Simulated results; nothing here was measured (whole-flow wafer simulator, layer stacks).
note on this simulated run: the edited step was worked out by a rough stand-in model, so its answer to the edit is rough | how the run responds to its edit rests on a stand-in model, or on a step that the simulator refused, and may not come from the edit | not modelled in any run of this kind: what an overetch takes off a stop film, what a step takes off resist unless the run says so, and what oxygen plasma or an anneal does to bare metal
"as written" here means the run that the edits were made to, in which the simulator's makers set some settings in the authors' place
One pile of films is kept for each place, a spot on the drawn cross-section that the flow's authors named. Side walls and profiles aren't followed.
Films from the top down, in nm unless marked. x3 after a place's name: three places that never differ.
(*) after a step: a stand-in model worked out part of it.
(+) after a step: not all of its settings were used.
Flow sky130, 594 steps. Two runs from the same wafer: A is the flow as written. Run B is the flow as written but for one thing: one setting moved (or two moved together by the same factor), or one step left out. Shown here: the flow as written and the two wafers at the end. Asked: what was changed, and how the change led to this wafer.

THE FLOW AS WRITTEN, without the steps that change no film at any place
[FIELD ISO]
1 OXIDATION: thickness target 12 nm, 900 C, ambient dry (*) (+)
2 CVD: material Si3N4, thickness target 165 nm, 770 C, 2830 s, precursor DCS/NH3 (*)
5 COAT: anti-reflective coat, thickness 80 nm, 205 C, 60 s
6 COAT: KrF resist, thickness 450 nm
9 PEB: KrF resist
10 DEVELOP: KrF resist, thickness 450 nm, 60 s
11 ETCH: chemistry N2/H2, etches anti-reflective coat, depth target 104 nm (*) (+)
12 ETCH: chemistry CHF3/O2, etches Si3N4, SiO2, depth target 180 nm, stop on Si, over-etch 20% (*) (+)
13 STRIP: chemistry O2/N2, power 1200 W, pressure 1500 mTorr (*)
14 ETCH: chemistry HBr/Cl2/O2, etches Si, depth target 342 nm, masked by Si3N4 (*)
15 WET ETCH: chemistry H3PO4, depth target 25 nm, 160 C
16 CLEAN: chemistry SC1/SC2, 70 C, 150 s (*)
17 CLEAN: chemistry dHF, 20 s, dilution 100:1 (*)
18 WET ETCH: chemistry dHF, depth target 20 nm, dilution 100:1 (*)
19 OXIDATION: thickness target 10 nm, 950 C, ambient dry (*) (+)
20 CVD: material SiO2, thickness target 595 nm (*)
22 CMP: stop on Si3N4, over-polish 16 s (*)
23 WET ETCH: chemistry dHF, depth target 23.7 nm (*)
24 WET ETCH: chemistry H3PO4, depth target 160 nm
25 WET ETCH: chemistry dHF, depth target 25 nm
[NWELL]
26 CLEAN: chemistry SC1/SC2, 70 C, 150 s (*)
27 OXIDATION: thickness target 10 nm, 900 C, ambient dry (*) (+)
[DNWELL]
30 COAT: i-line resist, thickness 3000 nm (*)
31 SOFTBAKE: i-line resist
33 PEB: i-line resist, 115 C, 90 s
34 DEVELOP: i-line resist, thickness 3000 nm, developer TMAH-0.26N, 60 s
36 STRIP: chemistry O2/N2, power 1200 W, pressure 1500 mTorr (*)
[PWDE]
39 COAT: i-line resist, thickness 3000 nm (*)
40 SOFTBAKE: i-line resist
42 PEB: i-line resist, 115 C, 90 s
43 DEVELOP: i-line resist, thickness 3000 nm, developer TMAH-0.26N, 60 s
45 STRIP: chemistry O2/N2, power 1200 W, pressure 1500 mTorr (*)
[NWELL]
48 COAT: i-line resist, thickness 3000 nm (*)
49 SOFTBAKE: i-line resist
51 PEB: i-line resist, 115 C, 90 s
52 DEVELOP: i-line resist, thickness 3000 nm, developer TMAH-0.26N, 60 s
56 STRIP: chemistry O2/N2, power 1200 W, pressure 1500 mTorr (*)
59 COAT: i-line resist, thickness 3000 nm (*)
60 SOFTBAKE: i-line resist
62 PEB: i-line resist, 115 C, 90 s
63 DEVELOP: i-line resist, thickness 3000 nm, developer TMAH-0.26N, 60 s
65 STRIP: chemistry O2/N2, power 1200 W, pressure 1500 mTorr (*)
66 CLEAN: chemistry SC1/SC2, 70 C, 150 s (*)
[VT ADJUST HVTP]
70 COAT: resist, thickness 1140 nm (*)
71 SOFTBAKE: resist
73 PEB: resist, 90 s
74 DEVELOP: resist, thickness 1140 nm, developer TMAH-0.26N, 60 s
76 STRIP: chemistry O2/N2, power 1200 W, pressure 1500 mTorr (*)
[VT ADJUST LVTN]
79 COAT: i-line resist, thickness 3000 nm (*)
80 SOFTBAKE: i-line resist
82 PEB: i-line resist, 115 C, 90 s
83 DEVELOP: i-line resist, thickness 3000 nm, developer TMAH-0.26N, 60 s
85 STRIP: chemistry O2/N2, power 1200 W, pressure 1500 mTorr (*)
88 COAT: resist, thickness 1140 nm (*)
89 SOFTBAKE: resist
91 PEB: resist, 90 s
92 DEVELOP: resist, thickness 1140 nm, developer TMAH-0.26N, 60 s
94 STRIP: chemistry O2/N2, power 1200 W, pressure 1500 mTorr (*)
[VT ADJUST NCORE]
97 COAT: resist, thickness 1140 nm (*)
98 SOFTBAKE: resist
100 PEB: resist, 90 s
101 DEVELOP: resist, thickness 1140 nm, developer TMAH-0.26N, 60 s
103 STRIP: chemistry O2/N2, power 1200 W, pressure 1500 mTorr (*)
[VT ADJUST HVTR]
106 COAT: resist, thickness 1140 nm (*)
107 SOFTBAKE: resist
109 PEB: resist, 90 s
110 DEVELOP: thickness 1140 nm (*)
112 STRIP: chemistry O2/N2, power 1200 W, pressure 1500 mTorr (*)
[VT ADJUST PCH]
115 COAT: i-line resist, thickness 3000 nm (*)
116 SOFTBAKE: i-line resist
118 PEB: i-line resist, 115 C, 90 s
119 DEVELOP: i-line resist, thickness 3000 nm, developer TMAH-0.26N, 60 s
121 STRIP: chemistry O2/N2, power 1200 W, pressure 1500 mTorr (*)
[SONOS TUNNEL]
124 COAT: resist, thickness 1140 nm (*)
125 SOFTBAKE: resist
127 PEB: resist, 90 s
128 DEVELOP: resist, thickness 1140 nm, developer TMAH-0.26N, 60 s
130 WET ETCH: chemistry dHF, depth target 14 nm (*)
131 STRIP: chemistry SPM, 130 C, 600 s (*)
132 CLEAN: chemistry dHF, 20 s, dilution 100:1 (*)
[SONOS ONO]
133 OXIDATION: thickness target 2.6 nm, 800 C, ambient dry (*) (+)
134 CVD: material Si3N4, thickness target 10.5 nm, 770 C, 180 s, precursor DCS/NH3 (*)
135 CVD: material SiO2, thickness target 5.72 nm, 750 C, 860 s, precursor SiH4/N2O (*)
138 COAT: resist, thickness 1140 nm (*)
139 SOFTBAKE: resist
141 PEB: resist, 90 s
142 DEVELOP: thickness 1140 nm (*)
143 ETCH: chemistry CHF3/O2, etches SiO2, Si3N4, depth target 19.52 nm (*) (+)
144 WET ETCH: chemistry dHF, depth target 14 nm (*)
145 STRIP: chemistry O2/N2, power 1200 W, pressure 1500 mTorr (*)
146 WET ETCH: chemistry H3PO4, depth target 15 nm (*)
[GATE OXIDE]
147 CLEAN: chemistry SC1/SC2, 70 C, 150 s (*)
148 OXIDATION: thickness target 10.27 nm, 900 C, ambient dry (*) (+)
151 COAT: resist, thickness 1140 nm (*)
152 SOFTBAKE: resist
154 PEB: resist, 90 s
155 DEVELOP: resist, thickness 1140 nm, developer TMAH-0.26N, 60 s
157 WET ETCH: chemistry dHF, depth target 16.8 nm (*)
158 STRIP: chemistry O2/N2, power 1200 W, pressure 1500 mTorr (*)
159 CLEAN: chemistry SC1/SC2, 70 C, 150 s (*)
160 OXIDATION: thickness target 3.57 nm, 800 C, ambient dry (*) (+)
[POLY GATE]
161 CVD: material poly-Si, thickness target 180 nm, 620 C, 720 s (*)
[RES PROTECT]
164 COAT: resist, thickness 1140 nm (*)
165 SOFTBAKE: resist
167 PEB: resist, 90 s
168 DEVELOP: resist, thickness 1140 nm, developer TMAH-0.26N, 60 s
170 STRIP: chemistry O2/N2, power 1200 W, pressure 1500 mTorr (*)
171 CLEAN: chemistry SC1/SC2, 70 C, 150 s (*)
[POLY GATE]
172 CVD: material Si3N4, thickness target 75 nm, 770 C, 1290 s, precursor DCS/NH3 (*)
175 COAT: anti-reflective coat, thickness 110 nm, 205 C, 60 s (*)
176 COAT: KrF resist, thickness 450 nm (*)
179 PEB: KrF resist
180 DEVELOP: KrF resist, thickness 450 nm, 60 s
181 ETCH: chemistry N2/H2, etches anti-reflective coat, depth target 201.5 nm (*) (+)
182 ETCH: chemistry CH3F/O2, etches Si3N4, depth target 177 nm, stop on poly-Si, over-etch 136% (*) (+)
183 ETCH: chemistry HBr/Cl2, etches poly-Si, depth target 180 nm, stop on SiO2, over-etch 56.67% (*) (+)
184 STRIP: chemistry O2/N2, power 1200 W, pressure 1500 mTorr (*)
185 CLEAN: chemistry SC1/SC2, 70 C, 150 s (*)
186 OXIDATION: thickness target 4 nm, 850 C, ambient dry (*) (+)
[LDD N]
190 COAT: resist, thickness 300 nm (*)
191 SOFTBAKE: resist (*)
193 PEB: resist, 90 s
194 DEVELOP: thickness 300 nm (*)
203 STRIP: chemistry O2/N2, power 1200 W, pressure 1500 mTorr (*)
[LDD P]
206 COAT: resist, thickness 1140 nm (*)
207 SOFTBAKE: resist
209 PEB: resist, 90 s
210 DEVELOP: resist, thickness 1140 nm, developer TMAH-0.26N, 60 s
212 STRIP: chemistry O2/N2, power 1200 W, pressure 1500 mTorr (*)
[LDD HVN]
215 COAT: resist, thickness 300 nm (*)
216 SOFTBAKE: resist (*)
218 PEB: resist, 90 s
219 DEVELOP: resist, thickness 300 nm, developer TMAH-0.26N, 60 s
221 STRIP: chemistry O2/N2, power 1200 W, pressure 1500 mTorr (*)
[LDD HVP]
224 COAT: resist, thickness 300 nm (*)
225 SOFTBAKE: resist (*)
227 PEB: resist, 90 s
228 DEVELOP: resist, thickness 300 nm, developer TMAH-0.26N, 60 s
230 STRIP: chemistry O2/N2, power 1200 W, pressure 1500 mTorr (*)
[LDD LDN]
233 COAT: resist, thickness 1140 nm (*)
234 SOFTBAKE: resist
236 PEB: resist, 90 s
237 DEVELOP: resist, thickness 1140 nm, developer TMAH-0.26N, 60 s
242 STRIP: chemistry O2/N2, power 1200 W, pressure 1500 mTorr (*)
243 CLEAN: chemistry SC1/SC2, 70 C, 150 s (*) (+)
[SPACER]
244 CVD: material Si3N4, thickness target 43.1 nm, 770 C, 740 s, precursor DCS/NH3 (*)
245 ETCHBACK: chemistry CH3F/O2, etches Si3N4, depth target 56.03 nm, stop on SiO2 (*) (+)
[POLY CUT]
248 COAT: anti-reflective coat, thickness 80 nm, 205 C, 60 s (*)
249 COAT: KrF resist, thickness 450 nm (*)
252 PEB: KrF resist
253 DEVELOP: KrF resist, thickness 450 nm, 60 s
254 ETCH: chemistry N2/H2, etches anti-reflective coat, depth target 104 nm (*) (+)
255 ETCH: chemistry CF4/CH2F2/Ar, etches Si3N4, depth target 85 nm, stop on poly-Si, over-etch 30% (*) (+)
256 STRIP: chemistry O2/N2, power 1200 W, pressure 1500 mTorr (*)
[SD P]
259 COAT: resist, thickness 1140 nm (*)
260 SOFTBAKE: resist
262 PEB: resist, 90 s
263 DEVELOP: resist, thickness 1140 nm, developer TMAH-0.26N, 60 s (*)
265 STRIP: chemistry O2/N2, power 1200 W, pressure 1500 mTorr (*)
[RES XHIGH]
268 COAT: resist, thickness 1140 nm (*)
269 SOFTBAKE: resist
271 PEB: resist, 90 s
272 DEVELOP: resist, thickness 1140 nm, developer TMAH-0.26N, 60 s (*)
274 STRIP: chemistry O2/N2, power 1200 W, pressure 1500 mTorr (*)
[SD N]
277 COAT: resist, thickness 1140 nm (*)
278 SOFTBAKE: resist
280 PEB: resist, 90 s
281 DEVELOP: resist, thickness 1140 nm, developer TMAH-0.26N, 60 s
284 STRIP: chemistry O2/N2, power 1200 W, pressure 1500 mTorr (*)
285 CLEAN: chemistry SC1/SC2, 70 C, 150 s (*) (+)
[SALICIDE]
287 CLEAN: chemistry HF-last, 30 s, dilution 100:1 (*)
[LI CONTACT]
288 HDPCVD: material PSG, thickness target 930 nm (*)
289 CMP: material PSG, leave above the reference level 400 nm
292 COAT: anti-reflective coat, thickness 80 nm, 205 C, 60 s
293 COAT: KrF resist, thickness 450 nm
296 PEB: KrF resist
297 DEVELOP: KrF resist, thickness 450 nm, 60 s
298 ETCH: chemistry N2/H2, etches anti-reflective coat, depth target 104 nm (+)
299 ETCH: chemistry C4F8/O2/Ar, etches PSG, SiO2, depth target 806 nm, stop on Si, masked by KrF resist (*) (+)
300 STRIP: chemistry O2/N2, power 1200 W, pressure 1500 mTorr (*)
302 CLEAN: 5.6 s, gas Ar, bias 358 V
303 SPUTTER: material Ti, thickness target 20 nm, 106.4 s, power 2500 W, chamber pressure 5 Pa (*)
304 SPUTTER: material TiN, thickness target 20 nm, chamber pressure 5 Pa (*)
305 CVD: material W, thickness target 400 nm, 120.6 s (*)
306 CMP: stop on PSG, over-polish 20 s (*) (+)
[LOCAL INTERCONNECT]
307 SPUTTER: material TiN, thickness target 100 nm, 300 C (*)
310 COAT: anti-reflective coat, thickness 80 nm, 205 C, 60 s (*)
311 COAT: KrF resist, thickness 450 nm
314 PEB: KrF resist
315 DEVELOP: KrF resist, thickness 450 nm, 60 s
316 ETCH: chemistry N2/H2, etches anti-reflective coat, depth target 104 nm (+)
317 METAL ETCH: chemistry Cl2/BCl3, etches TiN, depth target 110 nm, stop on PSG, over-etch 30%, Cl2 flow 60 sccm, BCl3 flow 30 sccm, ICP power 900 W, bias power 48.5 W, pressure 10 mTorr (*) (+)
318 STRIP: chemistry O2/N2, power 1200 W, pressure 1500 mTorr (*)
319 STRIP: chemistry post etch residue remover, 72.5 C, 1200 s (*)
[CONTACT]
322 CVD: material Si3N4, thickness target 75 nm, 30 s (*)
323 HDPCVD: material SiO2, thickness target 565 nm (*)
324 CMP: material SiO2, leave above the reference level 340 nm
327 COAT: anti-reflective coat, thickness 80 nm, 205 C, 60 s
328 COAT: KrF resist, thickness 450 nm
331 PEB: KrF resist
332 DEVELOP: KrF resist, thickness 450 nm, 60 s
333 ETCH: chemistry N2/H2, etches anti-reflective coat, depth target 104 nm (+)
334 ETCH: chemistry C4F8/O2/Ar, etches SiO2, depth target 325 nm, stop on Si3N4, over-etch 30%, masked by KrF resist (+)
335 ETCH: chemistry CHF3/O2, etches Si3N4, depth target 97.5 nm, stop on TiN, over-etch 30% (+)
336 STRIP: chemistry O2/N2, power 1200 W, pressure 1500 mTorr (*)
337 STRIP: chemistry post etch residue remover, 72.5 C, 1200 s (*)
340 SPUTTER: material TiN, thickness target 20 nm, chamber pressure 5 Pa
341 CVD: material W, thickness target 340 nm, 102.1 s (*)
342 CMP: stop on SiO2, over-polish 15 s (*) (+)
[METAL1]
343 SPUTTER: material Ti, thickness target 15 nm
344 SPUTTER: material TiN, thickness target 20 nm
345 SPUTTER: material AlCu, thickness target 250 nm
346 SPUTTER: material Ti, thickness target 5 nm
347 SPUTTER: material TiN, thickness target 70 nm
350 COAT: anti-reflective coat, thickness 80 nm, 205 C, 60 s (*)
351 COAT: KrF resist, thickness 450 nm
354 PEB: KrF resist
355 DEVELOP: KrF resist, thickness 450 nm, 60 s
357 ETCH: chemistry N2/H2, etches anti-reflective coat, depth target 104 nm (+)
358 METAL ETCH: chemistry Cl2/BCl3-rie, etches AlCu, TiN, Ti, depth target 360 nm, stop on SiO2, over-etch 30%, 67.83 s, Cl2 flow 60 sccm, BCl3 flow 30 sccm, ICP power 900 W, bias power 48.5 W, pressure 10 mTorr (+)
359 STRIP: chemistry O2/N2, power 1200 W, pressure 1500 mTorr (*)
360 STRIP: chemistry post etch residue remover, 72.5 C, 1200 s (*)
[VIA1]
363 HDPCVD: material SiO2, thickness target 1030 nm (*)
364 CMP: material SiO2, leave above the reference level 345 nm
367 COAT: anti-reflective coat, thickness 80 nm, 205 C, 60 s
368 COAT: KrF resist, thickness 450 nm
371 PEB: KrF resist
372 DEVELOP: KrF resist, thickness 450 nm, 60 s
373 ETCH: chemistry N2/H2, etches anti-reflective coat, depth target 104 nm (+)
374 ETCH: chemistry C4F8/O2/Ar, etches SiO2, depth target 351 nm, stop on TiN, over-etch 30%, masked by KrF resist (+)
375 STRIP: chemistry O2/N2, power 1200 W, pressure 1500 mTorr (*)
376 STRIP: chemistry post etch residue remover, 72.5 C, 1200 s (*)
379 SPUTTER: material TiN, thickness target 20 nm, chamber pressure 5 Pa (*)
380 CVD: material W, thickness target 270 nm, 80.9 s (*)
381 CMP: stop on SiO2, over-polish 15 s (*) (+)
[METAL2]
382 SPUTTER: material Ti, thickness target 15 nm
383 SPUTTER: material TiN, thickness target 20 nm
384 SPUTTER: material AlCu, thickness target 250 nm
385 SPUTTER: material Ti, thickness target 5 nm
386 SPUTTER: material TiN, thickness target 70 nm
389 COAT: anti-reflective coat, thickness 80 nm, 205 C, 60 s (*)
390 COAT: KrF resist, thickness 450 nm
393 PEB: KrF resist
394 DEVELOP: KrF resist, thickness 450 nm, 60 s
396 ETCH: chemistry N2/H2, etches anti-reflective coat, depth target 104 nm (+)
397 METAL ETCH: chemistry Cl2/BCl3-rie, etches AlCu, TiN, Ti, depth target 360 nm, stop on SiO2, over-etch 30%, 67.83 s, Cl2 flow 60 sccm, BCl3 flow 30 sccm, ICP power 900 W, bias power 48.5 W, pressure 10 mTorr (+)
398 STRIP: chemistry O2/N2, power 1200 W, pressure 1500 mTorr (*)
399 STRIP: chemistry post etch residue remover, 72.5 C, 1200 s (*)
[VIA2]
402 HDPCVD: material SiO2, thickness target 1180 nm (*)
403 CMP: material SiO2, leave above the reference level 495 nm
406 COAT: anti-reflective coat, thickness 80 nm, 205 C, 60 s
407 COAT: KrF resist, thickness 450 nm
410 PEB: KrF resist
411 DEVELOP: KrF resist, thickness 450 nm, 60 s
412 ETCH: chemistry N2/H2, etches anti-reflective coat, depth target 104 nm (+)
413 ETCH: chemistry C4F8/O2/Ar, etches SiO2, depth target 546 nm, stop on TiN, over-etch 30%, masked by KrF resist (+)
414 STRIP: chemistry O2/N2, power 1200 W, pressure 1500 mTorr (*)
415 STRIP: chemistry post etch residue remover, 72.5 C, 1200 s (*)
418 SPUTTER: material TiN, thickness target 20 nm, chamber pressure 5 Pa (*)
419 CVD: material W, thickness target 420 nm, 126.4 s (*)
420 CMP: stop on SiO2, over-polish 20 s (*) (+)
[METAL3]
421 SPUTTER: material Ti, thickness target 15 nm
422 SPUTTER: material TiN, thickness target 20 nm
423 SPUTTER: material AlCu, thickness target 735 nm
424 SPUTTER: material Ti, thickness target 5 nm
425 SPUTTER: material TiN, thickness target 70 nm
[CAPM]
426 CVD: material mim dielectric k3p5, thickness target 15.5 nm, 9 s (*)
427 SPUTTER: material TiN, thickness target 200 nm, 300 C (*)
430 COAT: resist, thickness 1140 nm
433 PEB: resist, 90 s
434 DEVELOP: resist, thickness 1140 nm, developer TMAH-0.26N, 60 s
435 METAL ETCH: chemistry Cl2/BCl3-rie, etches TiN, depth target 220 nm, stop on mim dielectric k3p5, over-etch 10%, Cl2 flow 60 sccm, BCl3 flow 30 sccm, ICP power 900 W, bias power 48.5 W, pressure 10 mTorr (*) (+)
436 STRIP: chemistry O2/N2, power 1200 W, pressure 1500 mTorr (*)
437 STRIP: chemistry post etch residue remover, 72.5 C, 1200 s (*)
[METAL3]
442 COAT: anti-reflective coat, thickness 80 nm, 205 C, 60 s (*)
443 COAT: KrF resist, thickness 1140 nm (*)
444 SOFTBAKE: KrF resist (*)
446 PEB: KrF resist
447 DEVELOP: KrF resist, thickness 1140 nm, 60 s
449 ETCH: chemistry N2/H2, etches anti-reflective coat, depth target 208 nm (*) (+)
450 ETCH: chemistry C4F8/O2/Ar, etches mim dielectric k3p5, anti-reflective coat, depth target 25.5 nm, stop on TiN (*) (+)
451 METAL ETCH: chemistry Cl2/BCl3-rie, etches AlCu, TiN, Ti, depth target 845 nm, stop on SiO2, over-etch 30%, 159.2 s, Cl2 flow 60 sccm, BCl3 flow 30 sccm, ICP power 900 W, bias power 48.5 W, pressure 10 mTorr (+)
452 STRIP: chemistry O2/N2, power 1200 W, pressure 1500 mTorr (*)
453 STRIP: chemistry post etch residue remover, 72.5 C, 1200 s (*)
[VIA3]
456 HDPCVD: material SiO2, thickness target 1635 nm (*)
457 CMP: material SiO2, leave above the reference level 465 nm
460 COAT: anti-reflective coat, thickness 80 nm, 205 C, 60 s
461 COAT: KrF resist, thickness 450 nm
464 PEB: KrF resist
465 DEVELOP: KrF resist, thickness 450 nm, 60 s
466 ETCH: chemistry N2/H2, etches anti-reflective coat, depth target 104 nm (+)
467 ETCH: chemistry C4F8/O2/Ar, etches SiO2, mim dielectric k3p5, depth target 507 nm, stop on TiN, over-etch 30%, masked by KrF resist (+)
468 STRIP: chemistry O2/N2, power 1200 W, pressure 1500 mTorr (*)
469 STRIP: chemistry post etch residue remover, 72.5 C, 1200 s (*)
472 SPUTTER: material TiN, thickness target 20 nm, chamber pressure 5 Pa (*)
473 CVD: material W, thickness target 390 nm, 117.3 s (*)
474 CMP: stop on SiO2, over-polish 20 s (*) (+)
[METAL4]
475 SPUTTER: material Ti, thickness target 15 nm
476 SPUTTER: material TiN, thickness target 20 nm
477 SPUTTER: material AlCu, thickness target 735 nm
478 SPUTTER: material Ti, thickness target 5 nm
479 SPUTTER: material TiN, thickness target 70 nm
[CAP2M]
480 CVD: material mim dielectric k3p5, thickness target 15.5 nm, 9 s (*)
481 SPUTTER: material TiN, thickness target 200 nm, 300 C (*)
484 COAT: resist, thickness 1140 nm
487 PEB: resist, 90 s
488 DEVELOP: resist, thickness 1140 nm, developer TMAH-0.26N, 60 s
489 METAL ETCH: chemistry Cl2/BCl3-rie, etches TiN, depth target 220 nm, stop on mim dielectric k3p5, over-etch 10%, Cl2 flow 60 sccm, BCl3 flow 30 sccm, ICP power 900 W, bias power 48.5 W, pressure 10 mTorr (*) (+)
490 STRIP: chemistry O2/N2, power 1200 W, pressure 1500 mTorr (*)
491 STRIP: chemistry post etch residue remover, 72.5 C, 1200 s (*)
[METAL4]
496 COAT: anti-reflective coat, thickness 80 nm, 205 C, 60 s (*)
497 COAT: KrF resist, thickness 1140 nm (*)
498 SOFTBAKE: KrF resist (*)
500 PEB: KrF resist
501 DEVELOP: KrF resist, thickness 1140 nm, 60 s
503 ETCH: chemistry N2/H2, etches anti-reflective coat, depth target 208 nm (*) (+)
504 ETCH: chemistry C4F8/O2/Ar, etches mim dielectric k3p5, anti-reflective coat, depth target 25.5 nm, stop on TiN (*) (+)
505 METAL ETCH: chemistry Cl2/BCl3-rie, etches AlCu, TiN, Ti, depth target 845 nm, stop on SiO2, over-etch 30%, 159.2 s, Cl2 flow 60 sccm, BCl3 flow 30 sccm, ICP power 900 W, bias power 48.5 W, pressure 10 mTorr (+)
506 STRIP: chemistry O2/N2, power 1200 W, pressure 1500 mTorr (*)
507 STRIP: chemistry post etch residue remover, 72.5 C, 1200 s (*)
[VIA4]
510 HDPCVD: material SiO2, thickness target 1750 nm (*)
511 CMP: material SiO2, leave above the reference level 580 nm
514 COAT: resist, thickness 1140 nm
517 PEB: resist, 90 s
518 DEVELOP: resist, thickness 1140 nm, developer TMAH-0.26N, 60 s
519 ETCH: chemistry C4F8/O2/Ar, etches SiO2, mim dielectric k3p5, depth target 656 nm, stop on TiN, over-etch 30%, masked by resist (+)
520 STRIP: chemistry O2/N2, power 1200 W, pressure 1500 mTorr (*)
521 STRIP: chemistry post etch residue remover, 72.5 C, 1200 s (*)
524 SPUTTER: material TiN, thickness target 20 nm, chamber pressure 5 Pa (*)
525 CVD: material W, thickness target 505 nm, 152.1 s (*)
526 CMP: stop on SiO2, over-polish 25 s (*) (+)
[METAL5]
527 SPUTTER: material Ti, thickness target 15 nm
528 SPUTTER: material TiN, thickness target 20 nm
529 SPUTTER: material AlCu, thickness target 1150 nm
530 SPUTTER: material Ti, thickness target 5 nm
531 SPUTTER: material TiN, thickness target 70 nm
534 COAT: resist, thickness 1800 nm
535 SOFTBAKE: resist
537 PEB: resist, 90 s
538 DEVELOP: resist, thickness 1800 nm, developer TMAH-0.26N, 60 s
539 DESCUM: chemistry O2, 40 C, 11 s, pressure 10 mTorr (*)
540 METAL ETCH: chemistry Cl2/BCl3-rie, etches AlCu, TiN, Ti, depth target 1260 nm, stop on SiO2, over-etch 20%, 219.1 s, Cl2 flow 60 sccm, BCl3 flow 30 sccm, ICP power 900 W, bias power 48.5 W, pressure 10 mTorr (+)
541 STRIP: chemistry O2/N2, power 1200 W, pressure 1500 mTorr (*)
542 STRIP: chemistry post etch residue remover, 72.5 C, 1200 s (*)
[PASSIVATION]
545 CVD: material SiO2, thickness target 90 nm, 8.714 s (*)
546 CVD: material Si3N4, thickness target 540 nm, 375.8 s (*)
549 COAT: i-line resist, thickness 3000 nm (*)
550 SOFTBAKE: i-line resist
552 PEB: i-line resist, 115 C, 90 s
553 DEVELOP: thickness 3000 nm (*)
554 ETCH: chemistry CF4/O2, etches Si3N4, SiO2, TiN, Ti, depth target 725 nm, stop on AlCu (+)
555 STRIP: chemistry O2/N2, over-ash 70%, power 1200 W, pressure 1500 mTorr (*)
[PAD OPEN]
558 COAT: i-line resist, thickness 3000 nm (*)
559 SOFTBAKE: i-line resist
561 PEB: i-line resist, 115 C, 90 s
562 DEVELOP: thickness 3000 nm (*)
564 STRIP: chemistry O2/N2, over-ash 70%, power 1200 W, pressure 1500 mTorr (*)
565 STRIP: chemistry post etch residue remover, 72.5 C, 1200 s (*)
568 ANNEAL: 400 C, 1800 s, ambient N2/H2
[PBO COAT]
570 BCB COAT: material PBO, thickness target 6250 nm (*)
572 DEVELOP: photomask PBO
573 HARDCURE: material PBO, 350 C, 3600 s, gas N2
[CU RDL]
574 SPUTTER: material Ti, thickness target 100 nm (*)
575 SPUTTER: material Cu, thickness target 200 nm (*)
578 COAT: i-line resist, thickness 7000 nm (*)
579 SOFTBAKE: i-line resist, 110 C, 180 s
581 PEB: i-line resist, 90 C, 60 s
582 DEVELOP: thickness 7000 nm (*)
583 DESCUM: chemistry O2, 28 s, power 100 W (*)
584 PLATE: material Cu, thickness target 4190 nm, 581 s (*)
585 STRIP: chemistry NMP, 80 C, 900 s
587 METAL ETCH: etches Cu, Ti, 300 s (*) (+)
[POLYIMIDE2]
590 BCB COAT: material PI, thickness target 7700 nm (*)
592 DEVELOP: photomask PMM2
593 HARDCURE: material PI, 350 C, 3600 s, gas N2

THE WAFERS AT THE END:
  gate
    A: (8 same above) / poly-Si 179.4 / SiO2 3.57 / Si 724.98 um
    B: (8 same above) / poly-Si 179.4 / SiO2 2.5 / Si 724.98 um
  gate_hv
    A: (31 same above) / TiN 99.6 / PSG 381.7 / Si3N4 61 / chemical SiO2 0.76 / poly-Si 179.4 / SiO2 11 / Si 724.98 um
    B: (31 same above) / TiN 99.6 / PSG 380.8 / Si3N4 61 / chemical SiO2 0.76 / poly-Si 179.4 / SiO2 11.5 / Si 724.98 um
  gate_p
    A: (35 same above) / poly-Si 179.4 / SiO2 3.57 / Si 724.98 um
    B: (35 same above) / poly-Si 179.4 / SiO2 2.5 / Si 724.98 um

The cause: step 160, OXIDATION: thickness target 2.5 nm was run, where the flow has thickness target 3.57 nm.
It can be read off the wafer: gate has SiO2 2.5, and step 160 as written asks for 3.57 nm.

How the change led to this, step by step:
  160 OXIDATION: thickness target 3.57 nm, 800 C, ambient dry (*) (+)
      active, n_well, p_well and 58 more: A SiO2 +3.57 (new film), chemical SiO2 -0.76 (all of it), Si -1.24 | B SiO2 +2.5 (new film), chemical SiO2 -0.76 (all of it), Si -0.77
      gate_hv, m1, pad and 37 more: A SiO2 +1.07, Si -0.47 | B SiO2 +1.58, Si -0.69
  175 COAT: anti-reflective coat, thickness 110 nm, 205 C, 60 s (*)
      rpm_encl, rpm_encl_psd: A anti-reflective coat +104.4 (new film) | B anti-reflective coat +108.5 (new film)
  181 ETCH: chemistry N2/H2, etches anti-reflective coat, depth target 201.5 nm (*) (+)
      rpm_encl, rpm_encl_psd: A anti-reflective coat -104.4 (all of it), Si3N4 -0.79 | B anti-reflective coat -108.5 (all of it), Si3N4 -0.73
  186 OXIDATION: thickness target 4 nm, 850 C, ambient dry (*) (+)
      active, p_well, spacer and 26 more: A SiO2 +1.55, Si -0.68 | B SiO2 +2.4, Si -1.06
      ndiff_dn: A SiO2 +1.52, Si -0.67 | B SiO2 +2.17, Si -0.96
  248 COAT: anti-reflective coat, thickness 80 nm, 205 C, 60 s (*)
      gate_p_hv: A anti-reflective coat +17 (new film) | B anti-reflective coat +16.3 (new film)
  256 STRIP: chemistry O2/N2, power 1200 W, pressure 1500 mTorr (*)
      gate_p_hv: A KrF resist -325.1 (all of it), anti-reflective coat -17 (all of it) | B KrF resist -325.4 (all of it), anti-reflective coat -16.3 (all of it)
  306 CMP: stop on PSG, over-polish 20 s (*) (+)
      poly_licon: A W -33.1 | B W -33.8
